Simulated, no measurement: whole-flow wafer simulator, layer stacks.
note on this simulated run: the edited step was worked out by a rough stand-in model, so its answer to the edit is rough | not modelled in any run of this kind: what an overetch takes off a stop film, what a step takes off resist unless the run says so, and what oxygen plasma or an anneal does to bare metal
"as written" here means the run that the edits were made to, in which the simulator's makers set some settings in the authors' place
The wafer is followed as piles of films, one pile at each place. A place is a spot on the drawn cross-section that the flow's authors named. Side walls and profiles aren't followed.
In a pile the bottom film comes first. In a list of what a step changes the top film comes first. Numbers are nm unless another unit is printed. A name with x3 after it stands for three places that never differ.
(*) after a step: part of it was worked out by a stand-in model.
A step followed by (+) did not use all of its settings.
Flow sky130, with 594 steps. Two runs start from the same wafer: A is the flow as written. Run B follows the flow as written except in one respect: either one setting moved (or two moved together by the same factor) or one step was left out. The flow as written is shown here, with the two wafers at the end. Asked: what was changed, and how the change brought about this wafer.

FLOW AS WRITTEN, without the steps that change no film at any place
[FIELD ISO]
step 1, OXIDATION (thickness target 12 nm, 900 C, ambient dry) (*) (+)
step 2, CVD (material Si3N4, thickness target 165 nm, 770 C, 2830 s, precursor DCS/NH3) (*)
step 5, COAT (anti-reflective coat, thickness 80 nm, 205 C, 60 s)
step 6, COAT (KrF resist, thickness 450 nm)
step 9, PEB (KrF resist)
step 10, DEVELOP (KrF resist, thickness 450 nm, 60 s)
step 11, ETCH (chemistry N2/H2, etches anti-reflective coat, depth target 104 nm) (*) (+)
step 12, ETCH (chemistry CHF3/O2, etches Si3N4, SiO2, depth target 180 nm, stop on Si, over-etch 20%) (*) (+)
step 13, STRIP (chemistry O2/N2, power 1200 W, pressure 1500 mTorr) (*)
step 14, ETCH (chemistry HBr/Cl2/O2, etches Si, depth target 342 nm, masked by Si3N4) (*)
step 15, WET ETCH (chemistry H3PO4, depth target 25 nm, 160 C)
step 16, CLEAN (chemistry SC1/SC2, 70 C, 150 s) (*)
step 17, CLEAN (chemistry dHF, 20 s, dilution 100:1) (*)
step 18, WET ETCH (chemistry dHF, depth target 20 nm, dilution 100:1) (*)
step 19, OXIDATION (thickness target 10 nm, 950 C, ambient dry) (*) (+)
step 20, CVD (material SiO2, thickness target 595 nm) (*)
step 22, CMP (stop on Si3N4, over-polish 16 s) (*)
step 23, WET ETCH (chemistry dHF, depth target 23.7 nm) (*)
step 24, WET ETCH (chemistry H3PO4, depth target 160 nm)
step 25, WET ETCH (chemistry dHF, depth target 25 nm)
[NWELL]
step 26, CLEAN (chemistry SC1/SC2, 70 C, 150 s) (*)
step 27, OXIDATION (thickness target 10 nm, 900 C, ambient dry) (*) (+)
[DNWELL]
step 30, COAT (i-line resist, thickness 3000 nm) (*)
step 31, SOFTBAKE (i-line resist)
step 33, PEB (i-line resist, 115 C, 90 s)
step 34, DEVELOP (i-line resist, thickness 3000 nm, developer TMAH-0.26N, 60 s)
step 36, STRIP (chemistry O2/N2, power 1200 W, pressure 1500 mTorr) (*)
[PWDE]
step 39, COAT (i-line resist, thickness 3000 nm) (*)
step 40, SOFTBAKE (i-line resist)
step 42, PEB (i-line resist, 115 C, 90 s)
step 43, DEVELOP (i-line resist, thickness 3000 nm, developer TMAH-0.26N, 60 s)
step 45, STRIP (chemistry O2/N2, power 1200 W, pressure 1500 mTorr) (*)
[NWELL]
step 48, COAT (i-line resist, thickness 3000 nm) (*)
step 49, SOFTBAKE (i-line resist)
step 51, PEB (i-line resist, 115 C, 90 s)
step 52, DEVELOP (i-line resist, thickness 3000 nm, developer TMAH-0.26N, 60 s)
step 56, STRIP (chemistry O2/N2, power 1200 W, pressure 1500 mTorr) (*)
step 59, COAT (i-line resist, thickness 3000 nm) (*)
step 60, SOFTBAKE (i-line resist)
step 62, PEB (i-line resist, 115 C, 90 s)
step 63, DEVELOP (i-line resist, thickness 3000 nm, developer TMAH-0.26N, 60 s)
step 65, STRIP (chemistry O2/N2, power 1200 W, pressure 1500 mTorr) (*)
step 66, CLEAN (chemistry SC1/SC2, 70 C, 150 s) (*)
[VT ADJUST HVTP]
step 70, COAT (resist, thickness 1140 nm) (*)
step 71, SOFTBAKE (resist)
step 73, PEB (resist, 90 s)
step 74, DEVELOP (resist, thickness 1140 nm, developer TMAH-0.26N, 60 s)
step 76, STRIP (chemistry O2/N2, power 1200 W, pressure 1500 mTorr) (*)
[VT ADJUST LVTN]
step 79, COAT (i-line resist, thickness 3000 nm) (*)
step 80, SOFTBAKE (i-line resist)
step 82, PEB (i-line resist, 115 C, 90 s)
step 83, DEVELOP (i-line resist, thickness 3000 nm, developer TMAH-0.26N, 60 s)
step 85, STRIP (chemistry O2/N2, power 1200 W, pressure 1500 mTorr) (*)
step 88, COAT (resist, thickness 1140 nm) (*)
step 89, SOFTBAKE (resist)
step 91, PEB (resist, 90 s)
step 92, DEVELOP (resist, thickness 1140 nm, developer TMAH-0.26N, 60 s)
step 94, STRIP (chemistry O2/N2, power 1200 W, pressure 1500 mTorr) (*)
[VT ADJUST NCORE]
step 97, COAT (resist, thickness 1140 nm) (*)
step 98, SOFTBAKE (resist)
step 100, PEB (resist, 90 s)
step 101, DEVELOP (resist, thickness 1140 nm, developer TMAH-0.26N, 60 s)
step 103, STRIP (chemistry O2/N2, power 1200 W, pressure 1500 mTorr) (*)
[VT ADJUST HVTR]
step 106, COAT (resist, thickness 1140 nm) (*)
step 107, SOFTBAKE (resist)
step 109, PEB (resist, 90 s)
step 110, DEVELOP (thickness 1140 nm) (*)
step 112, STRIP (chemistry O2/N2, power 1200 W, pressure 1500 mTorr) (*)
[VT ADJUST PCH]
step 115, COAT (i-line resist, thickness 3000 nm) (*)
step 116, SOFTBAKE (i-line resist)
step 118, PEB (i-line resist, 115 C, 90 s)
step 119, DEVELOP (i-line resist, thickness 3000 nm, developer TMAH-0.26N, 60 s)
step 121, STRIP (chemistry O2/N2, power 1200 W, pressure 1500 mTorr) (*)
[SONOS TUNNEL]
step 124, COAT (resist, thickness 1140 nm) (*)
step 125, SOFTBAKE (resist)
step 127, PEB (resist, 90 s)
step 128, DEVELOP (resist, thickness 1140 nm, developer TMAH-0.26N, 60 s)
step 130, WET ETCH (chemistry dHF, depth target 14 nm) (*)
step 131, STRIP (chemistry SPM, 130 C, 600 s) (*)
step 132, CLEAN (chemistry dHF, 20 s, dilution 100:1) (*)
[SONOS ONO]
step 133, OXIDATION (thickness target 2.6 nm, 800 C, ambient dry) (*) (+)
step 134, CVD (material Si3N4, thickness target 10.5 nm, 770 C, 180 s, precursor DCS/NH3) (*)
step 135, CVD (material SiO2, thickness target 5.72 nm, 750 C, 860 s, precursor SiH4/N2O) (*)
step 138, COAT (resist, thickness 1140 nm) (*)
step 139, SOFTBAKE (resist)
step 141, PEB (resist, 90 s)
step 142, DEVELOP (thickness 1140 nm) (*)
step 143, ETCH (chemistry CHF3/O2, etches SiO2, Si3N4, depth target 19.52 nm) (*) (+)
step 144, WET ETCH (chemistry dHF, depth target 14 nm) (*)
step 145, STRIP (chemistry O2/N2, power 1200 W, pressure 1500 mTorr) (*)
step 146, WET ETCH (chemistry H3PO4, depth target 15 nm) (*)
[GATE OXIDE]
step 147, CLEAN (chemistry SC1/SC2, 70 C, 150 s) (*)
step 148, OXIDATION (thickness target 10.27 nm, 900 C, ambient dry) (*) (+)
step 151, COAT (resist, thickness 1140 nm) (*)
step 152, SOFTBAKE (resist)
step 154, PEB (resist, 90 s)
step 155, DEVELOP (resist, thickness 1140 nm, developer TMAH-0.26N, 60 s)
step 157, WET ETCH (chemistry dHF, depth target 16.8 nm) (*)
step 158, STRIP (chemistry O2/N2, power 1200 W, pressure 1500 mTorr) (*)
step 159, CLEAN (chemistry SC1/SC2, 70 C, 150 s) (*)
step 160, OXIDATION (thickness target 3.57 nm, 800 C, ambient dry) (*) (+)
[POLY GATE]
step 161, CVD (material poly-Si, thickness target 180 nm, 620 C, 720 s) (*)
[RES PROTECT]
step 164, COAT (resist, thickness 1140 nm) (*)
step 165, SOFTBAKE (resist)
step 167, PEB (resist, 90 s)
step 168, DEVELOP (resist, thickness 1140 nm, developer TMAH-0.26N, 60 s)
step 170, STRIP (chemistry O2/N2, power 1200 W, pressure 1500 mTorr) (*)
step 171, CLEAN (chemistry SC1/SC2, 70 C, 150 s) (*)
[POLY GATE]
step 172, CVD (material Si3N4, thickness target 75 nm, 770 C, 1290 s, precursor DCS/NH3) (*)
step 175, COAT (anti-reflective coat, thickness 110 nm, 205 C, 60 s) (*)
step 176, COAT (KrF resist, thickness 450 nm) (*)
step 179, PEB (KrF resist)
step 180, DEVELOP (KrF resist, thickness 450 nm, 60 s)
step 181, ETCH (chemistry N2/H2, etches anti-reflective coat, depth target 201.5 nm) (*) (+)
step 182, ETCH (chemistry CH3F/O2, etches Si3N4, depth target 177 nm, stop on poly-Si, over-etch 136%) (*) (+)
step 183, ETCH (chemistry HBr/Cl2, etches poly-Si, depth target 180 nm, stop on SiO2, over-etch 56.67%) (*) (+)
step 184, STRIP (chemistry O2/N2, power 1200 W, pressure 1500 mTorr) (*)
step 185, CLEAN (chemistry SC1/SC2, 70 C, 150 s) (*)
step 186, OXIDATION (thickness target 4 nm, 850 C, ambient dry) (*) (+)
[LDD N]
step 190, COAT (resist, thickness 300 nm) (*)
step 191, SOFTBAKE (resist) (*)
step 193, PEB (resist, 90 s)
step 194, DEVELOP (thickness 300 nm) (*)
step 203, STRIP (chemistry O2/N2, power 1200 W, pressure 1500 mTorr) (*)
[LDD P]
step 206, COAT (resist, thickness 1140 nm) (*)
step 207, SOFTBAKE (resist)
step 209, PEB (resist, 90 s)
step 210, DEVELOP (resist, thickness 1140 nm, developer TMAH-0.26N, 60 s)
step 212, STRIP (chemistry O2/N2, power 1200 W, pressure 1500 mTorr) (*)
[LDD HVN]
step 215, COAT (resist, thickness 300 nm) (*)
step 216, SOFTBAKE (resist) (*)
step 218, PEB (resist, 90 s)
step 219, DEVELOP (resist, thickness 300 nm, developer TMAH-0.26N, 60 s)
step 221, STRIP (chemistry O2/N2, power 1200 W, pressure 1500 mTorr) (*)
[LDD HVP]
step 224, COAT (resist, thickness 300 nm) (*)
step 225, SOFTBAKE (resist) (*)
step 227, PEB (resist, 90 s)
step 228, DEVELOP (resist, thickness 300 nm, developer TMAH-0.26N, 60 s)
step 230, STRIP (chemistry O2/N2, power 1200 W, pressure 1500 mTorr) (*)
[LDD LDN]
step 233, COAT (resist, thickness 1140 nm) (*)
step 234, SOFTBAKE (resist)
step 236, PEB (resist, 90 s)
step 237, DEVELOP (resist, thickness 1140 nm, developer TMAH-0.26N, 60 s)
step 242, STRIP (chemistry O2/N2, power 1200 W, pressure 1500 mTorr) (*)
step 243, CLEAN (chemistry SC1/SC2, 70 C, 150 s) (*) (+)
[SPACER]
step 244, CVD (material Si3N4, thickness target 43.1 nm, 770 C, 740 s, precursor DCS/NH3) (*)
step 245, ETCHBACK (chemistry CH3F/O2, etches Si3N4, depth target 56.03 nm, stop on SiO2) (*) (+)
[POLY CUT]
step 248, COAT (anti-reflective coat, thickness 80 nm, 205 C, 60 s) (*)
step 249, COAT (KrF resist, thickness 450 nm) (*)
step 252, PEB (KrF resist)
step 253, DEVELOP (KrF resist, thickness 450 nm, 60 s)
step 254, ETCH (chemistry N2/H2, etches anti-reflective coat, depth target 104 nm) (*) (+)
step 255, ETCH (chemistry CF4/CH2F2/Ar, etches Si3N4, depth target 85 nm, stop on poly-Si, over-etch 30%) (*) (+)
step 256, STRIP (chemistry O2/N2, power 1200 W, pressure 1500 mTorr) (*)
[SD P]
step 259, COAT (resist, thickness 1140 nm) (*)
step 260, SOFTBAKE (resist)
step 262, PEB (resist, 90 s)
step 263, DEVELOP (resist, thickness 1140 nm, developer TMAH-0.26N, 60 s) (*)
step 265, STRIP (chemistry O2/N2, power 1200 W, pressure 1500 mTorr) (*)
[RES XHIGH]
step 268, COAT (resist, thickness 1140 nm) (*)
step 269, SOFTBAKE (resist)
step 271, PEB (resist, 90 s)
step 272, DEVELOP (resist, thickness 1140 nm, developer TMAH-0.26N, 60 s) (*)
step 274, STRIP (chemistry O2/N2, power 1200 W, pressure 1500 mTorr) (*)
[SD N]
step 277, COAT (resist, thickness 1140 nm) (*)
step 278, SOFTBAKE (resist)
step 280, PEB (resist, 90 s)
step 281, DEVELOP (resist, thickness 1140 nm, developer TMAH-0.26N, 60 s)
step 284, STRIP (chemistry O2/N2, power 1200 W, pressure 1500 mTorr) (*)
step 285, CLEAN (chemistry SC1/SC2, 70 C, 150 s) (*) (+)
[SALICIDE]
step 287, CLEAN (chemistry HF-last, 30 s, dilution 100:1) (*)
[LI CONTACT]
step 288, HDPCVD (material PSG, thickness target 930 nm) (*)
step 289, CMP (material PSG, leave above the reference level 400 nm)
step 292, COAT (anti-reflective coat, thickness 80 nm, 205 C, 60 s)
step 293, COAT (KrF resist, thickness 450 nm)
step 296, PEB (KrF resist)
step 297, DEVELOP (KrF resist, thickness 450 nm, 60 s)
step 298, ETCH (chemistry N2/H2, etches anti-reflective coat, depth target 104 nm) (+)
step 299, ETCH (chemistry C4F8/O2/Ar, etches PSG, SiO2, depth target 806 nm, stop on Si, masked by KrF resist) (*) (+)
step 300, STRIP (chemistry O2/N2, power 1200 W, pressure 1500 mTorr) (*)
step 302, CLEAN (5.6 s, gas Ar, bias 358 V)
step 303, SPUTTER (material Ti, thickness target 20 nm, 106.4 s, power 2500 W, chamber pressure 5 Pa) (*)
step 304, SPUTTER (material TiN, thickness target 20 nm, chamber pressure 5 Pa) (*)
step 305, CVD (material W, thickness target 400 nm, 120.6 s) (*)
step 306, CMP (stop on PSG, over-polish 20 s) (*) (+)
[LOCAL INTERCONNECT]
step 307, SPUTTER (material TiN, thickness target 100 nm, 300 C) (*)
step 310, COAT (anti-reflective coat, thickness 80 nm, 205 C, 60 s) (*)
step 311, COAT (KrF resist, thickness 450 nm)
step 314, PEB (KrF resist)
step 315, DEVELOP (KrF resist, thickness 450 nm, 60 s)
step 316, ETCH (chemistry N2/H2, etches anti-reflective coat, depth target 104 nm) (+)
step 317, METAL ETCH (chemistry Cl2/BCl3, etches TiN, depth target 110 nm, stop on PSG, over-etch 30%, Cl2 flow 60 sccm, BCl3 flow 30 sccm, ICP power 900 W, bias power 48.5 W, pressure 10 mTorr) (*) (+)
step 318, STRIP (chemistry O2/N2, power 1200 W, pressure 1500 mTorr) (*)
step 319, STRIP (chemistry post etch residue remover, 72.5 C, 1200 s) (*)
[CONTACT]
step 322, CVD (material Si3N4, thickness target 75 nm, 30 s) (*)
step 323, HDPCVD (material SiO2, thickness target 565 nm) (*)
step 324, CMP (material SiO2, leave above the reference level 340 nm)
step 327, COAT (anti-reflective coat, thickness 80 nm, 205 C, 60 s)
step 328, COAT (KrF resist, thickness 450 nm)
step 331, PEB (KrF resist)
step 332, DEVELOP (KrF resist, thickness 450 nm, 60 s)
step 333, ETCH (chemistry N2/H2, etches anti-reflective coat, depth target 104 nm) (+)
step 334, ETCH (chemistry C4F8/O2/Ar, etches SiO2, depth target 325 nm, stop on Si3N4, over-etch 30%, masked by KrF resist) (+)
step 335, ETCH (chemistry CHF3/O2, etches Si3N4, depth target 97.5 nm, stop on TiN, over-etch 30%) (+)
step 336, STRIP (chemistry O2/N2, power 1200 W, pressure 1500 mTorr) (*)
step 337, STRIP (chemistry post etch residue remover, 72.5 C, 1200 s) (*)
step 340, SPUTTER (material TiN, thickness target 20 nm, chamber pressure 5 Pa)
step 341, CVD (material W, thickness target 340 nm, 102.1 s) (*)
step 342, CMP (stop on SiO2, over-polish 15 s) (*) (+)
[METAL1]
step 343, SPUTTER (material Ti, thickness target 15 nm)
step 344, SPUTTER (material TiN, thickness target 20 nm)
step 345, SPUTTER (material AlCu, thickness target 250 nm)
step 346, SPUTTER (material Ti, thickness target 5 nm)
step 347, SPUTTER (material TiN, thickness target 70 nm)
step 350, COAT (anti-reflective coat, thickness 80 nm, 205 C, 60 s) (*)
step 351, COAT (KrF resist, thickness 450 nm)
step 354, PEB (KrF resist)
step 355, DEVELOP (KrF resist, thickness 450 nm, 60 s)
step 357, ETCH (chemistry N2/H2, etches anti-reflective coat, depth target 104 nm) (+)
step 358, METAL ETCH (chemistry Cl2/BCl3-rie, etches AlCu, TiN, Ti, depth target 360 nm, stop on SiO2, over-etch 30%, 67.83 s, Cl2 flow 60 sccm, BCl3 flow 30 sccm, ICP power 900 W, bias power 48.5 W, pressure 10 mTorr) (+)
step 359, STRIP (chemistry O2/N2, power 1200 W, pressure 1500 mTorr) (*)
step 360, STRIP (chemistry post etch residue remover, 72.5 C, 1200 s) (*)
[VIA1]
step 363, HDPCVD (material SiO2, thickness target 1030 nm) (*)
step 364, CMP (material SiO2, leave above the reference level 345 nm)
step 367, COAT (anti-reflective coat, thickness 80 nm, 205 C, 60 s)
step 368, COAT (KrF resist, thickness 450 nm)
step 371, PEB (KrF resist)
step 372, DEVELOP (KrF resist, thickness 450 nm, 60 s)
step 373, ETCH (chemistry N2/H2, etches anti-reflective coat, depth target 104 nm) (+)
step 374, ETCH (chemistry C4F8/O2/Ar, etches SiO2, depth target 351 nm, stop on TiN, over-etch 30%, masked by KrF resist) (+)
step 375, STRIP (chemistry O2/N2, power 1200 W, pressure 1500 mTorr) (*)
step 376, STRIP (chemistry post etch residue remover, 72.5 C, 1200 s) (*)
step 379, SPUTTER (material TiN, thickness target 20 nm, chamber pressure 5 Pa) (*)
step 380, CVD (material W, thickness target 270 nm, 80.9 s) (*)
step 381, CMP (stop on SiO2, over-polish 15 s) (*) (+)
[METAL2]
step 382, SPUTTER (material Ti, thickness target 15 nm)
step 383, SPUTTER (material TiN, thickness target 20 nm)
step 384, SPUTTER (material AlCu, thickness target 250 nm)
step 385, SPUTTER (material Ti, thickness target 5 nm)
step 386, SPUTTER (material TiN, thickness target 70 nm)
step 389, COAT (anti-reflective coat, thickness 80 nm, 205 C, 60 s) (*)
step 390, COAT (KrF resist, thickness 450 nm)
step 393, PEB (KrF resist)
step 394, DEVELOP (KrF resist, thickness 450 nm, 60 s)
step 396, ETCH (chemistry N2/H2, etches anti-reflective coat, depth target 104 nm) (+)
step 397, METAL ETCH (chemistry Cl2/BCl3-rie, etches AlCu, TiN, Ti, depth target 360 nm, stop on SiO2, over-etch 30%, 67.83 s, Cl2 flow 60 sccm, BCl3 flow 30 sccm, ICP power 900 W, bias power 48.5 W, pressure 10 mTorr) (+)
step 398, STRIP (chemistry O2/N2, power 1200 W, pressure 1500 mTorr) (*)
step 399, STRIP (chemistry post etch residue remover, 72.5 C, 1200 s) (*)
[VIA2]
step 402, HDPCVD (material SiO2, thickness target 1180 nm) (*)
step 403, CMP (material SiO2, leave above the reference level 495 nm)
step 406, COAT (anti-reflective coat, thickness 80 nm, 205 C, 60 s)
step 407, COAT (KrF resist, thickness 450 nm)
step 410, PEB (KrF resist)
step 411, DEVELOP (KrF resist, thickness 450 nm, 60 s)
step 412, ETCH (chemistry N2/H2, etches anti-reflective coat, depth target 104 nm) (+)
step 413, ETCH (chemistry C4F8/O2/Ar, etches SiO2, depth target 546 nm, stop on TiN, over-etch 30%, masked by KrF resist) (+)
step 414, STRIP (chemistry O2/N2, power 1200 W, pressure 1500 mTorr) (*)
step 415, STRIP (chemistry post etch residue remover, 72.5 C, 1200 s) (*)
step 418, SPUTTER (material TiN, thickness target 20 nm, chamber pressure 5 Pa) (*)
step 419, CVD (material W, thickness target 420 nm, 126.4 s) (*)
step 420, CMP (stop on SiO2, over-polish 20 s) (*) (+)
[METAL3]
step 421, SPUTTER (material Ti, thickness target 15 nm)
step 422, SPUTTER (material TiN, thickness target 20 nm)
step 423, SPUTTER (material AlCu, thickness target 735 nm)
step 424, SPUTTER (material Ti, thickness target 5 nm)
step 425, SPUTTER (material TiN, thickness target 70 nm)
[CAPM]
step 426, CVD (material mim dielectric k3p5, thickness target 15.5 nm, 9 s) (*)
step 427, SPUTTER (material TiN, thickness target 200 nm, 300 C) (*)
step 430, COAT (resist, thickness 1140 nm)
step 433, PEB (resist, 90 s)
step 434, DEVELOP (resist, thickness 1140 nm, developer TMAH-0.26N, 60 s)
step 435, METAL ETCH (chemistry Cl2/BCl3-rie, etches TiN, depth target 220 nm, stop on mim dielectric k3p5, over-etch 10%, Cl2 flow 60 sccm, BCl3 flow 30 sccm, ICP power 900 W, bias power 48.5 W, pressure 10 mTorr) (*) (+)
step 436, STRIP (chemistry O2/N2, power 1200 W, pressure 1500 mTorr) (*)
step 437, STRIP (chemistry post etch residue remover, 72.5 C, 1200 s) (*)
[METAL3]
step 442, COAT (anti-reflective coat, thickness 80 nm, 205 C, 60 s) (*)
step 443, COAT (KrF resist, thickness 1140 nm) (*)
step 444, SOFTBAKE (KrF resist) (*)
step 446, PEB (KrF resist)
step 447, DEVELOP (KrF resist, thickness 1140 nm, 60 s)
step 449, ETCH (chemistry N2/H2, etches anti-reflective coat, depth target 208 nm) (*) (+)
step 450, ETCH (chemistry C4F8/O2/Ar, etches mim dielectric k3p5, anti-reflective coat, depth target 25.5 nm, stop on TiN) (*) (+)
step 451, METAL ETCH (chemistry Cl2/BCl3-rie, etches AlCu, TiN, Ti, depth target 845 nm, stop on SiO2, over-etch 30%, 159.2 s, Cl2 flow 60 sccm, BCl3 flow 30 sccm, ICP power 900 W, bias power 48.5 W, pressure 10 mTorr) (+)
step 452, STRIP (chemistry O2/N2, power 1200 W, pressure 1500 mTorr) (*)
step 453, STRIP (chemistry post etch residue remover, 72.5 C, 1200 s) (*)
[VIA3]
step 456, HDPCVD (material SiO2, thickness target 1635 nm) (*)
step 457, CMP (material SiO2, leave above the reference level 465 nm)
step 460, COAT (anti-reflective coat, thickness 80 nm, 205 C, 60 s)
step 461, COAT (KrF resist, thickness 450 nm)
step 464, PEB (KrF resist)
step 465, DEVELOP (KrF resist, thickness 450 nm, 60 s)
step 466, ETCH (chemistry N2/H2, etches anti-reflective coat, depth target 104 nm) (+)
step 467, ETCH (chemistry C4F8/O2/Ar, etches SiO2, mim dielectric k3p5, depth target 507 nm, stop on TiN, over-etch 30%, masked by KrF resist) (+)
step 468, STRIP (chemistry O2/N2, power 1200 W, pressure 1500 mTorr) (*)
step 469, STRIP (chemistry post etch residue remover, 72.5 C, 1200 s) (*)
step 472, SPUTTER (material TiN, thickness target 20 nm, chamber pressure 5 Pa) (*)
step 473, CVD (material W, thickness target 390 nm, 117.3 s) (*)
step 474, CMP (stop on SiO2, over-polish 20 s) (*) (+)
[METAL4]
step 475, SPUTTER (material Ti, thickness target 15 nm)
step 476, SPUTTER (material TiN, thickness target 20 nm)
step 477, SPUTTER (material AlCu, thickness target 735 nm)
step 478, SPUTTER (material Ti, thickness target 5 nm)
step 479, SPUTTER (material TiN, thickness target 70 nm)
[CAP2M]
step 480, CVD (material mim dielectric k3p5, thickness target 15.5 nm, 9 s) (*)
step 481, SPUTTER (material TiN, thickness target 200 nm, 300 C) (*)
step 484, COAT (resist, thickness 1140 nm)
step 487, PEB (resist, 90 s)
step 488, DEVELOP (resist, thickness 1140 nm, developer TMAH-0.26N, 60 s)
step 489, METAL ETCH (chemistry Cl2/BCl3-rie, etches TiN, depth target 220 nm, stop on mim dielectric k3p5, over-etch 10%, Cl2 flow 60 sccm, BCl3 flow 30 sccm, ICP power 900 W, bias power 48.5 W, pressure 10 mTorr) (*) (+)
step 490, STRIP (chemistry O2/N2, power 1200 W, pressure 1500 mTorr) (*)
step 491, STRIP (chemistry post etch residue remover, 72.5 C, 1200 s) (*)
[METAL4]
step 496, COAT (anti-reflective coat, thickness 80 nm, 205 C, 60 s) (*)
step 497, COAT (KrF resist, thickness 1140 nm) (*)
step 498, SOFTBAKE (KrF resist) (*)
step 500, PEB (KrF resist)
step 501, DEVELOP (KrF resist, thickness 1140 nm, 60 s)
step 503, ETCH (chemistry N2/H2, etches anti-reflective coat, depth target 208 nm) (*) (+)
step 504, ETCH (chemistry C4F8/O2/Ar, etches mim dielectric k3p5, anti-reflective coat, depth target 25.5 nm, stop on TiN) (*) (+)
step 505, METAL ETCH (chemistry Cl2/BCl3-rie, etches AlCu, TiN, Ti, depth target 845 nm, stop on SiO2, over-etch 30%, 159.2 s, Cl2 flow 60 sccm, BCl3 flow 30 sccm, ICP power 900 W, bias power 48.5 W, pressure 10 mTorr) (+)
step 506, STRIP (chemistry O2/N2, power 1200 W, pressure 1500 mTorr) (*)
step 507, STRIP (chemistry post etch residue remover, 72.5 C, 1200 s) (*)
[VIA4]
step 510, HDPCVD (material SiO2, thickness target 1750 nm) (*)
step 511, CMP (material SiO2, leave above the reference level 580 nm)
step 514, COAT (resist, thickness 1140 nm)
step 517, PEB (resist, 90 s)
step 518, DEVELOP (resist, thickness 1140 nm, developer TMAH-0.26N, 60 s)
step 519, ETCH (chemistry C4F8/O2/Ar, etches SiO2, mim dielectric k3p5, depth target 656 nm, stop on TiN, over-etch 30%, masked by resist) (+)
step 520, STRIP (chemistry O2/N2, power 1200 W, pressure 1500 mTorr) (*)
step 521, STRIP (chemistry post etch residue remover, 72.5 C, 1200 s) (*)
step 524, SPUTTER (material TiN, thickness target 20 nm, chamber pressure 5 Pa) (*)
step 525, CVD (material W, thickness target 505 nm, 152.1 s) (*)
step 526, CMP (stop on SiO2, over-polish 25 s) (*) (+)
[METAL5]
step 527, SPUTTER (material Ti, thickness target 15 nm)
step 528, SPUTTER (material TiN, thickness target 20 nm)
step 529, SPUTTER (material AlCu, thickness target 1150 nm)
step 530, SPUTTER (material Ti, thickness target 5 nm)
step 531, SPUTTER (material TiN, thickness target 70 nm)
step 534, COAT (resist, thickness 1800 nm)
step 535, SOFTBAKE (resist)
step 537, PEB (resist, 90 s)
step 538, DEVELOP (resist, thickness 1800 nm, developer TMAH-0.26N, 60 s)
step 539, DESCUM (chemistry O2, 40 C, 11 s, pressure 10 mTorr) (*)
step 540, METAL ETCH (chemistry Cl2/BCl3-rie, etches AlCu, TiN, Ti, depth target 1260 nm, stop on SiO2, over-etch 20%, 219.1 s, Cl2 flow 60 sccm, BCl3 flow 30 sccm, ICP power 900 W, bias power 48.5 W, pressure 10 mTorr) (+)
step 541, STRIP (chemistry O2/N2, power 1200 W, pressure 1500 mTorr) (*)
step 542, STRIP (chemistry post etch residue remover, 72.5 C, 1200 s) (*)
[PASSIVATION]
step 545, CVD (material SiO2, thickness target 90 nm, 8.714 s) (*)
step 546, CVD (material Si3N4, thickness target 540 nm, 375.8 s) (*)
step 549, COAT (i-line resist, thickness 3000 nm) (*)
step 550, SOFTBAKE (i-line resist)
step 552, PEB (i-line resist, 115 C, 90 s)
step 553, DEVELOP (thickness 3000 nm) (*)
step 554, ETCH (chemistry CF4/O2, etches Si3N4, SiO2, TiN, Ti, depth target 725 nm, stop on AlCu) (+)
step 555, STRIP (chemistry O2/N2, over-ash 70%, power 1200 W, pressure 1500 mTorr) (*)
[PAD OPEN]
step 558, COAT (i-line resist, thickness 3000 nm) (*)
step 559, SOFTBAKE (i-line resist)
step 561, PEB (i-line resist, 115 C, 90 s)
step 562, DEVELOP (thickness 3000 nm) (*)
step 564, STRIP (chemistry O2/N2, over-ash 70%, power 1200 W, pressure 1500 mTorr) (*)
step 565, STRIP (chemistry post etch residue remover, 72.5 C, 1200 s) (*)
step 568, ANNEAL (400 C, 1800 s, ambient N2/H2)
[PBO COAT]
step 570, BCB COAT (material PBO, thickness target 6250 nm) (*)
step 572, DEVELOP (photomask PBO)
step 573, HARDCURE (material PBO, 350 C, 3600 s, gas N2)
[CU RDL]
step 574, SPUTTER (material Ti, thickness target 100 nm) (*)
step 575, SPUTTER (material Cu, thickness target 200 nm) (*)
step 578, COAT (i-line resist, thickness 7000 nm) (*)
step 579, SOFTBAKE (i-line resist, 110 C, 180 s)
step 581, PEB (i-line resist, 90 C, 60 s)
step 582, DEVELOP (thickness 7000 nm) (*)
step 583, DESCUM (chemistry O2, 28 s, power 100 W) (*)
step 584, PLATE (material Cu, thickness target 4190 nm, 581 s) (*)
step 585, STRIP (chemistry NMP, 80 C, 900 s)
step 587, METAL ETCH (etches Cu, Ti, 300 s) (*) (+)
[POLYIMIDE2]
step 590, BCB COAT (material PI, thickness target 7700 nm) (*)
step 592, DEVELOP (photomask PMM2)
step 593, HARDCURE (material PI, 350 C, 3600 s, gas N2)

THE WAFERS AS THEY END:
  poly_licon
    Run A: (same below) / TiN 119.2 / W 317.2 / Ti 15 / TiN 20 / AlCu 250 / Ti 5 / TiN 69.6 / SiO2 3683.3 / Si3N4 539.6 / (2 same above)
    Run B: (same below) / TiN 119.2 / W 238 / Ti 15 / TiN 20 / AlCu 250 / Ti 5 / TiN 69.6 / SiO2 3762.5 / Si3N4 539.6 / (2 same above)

Cause: step 341, CVD: thickness target 238 nm was run, while the flow as written has thickness target 340 nm.

The path from the change to this, step by step:
  step 341, CVD (material W, thickness target 340 nm, 102.1 s) (*)
      field, active, n_well and 185 more: A +340 W (new film) | B +238 W (new film)
      ndiff_licon, ndiff_licon_cpp, rpo_hd_licon: A +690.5 W (new film) | B +588.5 W (new film)
  step 342, CMP (stop on SiO2, over-polish 15 s) (*) (+)
      poly_licon: A -22.8 W | B nothing
      field, active, n_well and 184 more: A -340 W (all of it), -20 TiN (all of it), -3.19 SiO2 | B -238 W (all of it), -20 TiN (all of it), -3.19 SiO2
      (also at 3 further places)
  step 350, COAT (anti-reflective coat, thickness 80 nm, 205 C, 60 s) (*)
      poly_licon: A +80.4 anti-reflective coat (new film) | B +159.7 anti-reflective coat (new film)
  step 359, STRIP (chemistry O2/N2, power 1200 W, pressure 1500 mTorr) (*)
      poly_licon: A -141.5 KrF resist (all of it), -80.4 anti-reflective coat (all of it) | B -141.5 KrF resist (all of it), -159.7 anti-reflective coat (all of it)
  step 364, CMP (material SiO2, leave above the reference level 345 nm)
      poly_licon: A -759 SiO2 | B -679.8 SiO2
